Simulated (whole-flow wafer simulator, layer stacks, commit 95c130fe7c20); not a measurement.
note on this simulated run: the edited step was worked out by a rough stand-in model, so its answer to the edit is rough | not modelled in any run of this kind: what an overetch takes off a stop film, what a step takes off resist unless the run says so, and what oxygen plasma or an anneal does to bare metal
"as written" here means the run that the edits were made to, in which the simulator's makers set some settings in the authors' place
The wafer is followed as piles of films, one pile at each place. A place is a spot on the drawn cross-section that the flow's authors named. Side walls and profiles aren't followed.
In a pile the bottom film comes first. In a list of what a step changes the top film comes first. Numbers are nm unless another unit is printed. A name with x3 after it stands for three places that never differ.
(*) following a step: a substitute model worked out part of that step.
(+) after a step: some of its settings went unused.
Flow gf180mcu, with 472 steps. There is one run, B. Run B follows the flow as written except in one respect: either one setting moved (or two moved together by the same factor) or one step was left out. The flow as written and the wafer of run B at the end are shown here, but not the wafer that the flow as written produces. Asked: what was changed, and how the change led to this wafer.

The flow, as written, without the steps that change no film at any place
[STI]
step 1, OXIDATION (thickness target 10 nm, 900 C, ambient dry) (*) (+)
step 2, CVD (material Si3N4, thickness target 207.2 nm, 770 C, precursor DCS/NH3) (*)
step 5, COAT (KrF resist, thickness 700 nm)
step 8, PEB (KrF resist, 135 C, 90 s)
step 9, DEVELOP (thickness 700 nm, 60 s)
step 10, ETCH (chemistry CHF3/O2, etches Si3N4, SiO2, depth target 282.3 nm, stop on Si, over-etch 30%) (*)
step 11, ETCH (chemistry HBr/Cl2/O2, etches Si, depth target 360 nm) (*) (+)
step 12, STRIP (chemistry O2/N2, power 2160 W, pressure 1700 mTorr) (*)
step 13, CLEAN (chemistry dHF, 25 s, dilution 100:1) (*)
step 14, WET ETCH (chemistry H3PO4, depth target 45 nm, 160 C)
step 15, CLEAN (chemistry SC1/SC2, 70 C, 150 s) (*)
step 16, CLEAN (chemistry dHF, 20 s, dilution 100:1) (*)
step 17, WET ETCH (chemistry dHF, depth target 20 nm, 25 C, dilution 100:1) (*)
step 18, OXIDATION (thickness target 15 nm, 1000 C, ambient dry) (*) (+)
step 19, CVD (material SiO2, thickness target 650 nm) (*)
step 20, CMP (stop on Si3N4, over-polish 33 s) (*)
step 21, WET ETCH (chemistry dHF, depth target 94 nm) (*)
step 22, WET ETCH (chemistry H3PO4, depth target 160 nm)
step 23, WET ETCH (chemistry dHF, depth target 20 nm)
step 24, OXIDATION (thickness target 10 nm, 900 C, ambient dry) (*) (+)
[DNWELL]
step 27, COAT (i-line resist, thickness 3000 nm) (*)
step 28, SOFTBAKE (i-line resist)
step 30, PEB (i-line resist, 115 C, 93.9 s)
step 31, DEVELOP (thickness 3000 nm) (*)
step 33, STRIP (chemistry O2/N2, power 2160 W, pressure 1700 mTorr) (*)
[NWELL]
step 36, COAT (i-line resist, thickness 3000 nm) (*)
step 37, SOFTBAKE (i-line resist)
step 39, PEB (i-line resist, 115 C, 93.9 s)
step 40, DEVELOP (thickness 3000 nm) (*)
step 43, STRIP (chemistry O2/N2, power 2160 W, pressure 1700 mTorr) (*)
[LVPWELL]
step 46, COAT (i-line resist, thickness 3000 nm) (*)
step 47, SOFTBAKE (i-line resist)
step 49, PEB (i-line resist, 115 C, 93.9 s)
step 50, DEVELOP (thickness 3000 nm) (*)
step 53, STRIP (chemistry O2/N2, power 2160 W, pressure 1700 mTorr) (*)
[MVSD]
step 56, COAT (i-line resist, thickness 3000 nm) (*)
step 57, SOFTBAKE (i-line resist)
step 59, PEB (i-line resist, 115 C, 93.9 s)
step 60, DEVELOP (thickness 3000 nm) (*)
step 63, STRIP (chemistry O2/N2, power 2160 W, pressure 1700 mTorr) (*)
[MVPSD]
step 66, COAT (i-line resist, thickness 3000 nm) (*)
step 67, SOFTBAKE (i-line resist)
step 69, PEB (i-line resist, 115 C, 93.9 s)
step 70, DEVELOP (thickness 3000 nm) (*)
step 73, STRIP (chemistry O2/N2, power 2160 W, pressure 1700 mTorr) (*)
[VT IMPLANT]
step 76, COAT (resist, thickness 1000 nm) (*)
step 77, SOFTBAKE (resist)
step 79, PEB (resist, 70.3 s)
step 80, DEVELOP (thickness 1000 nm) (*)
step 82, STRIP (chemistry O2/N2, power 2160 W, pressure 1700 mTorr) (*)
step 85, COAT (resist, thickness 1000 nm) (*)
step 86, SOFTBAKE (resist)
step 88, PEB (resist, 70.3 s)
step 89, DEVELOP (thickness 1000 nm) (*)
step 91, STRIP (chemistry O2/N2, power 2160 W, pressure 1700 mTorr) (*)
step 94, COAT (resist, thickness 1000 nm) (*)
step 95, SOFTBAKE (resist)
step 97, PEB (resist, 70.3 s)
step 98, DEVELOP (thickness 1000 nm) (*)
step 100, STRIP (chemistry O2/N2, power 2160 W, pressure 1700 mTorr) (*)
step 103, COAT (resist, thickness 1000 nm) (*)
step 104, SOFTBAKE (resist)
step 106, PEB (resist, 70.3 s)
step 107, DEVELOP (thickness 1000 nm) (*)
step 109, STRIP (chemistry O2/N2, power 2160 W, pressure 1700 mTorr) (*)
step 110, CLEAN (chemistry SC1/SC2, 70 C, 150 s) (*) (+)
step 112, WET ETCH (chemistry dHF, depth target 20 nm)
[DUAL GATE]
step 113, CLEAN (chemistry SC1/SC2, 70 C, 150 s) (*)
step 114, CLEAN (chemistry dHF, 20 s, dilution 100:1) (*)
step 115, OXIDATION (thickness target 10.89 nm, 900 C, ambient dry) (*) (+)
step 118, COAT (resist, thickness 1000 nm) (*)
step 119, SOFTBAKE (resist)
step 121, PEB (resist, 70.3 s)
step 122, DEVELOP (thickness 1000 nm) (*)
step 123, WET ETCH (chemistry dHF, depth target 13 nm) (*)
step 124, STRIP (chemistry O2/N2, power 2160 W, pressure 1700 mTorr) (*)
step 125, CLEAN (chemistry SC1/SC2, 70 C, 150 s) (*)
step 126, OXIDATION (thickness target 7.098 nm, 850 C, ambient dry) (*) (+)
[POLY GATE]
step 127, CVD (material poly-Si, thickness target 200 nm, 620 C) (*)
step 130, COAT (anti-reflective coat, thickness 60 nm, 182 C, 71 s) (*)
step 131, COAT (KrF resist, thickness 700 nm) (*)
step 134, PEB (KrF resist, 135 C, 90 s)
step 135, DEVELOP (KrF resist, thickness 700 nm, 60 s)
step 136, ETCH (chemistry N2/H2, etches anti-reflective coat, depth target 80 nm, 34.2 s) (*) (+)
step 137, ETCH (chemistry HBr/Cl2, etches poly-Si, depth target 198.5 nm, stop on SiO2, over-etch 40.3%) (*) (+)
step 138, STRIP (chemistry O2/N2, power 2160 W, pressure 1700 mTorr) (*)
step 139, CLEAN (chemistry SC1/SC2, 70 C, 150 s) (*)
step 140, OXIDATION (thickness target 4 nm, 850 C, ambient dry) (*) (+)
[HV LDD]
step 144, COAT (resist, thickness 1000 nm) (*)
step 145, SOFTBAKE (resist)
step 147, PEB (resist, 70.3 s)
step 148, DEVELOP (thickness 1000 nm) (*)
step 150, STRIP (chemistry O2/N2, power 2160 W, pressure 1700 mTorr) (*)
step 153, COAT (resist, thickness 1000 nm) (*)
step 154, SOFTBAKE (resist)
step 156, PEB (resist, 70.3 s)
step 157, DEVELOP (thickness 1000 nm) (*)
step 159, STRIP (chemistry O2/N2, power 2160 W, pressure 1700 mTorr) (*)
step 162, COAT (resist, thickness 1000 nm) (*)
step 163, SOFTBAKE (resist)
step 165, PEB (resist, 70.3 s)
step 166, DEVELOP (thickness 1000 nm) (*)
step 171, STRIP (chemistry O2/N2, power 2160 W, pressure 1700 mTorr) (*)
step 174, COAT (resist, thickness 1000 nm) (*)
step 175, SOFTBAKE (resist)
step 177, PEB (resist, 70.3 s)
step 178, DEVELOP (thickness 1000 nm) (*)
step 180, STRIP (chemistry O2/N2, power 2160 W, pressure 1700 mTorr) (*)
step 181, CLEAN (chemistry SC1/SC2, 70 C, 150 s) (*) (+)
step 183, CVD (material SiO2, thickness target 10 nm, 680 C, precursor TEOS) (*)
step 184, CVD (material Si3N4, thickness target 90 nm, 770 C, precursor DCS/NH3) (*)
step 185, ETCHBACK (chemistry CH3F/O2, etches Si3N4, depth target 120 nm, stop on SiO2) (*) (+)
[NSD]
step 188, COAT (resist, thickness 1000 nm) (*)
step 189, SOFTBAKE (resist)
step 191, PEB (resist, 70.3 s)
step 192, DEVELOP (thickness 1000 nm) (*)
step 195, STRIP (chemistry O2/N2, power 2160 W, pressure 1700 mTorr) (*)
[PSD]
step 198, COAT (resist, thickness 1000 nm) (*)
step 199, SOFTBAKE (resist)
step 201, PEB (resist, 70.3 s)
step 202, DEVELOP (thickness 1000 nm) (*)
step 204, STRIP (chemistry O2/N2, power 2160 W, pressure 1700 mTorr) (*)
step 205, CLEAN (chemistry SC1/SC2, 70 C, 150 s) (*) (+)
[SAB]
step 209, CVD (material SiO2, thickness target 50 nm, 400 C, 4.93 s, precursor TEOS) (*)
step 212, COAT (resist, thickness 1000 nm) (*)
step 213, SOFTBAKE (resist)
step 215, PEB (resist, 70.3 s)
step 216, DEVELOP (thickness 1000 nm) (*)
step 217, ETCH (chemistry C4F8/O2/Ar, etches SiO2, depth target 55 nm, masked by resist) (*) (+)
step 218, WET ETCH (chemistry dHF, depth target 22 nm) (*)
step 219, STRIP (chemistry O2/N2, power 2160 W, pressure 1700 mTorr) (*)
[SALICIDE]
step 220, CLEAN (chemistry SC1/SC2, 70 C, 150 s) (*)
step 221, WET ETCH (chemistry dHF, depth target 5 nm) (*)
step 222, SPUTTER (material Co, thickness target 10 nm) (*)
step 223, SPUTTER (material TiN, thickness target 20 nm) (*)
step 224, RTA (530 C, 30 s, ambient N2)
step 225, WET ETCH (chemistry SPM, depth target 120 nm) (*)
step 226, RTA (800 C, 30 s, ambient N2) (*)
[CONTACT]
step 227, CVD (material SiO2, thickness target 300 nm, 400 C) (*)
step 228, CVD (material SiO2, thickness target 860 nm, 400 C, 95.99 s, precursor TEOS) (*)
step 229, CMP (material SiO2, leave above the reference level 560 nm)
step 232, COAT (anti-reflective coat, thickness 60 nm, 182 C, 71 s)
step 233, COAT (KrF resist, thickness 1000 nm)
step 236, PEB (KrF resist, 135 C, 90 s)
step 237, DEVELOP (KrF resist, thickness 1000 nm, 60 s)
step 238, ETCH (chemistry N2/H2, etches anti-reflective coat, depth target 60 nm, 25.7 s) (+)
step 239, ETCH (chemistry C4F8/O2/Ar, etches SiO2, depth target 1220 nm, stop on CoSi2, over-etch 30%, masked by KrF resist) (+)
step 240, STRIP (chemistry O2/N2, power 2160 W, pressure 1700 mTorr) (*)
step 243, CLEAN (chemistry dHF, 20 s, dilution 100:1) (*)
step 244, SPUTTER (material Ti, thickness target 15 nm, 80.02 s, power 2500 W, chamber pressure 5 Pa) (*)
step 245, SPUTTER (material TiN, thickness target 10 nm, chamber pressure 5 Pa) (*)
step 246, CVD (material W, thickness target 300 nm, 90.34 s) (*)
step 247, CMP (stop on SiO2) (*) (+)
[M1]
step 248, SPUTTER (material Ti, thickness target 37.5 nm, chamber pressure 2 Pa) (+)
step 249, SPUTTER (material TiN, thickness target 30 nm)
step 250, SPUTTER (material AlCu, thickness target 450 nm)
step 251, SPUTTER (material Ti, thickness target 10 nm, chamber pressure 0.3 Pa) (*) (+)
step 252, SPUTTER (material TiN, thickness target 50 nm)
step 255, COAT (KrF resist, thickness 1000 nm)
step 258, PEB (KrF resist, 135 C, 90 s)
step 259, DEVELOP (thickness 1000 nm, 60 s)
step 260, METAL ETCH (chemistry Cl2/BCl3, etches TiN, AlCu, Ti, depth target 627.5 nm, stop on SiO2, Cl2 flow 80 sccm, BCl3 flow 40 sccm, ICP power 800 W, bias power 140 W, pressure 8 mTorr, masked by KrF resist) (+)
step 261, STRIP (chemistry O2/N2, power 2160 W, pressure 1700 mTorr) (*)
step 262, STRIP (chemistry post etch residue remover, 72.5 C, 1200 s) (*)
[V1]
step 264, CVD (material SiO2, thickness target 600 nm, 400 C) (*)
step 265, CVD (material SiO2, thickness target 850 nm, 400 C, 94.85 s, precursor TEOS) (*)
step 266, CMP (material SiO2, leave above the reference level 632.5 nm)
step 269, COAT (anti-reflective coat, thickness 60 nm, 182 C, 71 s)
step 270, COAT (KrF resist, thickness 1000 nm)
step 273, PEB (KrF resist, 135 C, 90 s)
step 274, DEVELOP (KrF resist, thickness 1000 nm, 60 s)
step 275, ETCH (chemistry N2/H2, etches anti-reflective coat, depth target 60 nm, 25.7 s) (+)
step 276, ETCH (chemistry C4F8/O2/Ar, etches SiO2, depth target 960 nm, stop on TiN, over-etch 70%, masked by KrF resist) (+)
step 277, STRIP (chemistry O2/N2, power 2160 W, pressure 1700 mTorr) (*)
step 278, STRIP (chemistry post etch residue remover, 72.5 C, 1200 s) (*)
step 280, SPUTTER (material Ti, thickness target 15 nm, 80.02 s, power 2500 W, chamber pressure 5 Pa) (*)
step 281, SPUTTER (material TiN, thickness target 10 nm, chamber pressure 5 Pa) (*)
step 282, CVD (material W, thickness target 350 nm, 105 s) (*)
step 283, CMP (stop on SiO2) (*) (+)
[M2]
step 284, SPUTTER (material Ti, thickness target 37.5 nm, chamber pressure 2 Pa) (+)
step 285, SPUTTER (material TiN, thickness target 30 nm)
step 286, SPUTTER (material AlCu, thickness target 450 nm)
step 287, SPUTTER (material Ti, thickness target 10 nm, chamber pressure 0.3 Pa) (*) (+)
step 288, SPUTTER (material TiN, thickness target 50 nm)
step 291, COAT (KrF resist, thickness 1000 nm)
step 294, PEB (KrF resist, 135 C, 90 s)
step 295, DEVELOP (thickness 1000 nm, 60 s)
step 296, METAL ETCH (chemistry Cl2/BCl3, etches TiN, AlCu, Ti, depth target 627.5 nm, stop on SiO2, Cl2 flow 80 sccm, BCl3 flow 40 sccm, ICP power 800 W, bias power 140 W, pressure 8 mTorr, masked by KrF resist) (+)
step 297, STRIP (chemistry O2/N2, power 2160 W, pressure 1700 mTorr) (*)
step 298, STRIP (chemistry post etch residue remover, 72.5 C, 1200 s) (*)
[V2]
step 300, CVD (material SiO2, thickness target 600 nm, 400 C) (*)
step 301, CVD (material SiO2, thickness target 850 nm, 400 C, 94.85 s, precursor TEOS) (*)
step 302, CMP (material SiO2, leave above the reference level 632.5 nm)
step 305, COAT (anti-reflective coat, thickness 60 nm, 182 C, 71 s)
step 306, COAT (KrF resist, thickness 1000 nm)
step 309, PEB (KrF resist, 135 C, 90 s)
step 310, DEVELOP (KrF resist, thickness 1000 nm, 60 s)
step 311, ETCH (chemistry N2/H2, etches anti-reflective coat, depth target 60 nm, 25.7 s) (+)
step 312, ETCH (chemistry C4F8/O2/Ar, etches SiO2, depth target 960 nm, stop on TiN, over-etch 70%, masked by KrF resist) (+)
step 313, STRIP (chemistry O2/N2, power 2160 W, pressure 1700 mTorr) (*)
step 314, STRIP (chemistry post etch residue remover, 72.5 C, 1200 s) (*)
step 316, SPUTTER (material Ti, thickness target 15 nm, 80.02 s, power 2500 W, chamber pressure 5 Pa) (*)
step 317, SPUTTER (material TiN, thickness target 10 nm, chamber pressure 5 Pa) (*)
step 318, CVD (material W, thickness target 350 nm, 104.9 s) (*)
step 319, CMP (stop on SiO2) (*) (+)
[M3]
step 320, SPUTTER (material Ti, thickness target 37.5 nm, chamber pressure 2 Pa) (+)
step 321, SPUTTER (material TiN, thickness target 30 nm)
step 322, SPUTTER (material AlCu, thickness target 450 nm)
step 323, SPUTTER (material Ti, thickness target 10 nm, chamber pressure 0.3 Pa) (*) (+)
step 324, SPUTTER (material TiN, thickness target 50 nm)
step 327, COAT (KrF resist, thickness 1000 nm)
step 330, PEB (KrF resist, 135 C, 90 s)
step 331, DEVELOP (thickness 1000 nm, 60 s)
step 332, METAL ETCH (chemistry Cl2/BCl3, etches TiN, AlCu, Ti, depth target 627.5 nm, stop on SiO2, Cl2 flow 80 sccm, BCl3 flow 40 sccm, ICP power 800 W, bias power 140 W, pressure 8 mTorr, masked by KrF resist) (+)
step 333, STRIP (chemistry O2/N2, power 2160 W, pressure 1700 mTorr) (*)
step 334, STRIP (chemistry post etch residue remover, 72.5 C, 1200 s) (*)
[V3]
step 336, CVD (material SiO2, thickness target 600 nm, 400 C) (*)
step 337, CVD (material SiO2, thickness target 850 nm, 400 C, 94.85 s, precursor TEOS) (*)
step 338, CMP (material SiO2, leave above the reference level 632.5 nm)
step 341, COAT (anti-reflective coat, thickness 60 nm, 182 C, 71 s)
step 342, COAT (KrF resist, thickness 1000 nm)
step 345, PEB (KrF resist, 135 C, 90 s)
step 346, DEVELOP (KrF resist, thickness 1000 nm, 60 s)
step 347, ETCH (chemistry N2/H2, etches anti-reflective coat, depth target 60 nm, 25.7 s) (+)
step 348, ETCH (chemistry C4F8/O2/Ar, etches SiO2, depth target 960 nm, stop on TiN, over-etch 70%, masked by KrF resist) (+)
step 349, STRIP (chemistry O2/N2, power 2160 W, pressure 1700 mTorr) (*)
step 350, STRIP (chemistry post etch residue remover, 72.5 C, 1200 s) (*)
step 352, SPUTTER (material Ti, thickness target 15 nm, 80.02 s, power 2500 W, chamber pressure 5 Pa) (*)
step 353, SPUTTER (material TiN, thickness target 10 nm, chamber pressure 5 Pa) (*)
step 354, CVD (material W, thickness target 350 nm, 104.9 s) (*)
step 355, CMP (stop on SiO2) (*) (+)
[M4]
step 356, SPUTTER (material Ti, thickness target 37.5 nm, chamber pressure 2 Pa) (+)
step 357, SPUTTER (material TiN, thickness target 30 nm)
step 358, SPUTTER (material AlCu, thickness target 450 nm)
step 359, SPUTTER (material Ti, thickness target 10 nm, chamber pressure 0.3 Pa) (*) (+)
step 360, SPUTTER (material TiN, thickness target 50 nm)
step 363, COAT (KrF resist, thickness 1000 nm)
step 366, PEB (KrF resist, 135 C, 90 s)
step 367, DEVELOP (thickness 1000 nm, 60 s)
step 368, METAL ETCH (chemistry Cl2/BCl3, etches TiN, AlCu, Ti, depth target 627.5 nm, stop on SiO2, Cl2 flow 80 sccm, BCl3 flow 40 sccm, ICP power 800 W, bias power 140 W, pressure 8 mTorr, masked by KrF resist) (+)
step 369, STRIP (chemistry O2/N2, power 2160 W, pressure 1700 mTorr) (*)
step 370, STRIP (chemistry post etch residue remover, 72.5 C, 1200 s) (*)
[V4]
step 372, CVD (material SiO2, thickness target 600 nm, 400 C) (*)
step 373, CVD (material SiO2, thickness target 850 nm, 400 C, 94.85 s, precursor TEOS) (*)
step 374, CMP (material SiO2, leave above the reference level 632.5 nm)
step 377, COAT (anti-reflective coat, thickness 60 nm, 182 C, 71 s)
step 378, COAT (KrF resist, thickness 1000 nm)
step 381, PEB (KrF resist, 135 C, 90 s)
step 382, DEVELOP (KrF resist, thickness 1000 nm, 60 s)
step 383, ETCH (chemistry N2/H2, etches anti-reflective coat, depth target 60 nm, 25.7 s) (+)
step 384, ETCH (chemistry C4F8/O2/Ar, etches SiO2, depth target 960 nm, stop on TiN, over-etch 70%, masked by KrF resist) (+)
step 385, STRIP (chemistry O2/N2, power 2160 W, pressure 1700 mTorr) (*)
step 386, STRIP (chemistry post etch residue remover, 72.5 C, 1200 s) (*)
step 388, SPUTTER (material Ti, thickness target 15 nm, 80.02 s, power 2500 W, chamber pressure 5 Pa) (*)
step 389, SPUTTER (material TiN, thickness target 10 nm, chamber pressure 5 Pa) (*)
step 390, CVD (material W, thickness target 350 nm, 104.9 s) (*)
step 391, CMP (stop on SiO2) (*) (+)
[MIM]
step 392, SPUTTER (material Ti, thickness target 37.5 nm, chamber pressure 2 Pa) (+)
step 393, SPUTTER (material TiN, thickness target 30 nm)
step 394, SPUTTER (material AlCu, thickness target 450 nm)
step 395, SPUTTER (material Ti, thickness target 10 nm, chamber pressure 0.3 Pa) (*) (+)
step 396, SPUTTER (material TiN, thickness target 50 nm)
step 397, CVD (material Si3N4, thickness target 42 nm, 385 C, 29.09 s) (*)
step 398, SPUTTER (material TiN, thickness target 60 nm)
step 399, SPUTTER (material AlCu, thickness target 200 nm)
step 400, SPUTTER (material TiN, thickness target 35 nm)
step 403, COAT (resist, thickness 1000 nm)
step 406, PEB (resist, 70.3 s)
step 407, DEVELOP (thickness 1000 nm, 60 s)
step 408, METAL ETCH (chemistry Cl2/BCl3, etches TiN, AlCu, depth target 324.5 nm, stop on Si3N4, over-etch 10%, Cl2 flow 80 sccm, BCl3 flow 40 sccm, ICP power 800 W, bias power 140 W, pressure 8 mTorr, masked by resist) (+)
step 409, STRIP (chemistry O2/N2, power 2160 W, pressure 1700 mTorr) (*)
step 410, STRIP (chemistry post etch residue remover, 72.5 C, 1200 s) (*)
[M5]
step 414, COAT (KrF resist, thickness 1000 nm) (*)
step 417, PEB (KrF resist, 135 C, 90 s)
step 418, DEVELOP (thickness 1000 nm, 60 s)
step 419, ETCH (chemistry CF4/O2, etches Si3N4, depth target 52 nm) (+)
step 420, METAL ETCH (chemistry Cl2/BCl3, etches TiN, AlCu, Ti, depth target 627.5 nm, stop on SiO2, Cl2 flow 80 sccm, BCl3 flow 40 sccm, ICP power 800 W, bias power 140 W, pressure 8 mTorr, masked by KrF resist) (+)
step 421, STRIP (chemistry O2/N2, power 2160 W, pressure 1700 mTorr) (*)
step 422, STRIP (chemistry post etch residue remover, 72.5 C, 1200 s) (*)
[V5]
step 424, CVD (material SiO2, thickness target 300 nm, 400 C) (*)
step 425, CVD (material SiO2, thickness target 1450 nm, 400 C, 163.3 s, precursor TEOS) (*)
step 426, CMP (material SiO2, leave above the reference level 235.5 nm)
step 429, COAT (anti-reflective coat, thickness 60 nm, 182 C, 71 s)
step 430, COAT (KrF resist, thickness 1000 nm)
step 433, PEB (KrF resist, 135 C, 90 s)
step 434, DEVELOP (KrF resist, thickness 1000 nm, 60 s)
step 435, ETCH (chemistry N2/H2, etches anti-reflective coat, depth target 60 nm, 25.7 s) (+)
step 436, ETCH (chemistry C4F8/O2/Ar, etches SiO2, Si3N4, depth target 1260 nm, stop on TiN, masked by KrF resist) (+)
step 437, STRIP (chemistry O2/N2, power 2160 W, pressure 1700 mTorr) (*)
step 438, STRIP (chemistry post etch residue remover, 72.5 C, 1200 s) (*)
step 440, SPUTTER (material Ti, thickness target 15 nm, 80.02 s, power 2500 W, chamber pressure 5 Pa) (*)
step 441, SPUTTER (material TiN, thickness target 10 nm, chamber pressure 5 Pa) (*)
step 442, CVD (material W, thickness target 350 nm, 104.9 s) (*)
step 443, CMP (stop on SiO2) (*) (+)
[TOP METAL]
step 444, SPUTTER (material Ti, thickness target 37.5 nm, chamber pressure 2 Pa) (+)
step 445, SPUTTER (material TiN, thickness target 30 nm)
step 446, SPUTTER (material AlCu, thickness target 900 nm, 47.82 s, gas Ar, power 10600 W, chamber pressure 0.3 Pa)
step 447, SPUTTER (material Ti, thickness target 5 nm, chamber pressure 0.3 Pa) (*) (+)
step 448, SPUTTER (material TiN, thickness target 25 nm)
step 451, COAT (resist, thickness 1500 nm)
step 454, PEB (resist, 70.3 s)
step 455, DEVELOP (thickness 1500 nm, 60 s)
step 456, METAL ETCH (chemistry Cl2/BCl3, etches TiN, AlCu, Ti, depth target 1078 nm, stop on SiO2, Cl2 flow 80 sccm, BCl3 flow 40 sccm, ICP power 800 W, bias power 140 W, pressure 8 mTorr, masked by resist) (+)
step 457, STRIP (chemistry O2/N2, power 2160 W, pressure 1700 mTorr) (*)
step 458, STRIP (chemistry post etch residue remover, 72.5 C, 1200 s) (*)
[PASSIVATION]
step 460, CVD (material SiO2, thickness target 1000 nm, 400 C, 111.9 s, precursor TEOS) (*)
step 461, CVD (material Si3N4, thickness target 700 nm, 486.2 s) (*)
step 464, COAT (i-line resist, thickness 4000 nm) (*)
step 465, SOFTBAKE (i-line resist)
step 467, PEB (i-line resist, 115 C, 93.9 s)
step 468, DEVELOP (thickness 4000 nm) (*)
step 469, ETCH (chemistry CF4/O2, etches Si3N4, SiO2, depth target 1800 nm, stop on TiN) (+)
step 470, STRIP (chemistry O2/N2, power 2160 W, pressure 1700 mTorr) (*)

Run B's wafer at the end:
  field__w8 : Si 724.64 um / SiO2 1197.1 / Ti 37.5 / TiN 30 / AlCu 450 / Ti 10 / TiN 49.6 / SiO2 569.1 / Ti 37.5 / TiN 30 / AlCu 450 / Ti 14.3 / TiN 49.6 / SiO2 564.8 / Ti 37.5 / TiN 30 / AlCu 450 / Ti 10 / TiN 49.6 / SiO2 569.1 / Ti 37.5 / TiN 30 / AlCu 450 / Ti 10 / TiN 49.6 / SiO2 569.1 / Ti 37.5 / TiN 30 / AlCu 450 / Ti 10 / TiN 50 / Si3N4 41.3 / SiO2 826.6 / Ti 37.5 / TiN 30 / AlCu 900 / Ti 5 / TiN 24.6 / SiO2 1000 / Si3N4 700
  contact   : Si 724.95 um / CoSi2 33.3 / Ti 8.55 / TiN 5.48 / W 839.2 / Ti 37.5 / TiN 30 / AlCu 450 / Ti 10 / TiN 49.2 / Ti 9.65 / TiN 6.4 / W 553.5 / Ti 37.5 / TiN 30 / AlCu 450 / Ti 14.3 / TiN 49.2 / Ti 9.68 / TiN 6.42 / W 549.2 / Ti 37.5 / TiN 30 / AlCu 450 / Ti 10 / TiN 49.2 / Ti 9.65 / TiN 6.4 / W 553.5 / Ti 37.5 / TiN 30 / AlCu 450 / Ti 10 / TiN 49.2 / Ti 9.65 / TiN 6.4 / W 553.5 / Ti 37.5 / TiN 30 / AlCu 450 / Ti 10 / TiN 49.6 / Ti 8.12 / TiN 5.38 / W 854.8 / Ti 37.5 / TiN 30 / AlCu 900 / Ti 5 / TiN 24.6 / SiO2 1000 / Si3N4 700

Cause: step 287, SPUTTER: thickness target 14.3 nm was run, whereas the flow has thickness target 10 nm.
The wafer lets one read it off: field__w8 has Ti 14.3, and step 287 as written asks for 10 nm.

Step by step, how the change led to this:
  step 287, SPUTTER (material Ti, thickness target 10 nm, chamber pressure 0.3 Pa) (*) (+)
      field, field__w1, field__w2 and 108 more: +14.3 Ti (new film) (as written it would have been: +10 Ti (new film))
  step 296, METAL ETCH (chemistry Cl2/BCl3, etches TiN, AlCu, Ti, depth target 627.5 nm, stop on SiO2, Cl2 flow 80 sccm, BCl3 flow 40 sccm, ICP power 800 W, bias power 140 W, pressure 8 mTorr, masked by KrF resist) (+)
      field, field__w1, field__w2 and 103 more: -50 TiN (all of it), -14.3 Ti (all of it), -450 AlCu (all of it), -30 TiN (all of it), -37.5 Ti (all of it) (as written it would have been: -50 TiN (all of it), -10 Ti (all of it), -450 AlCu (all of it), -30 TiN (all of it), -37.5 Ti (all of it))
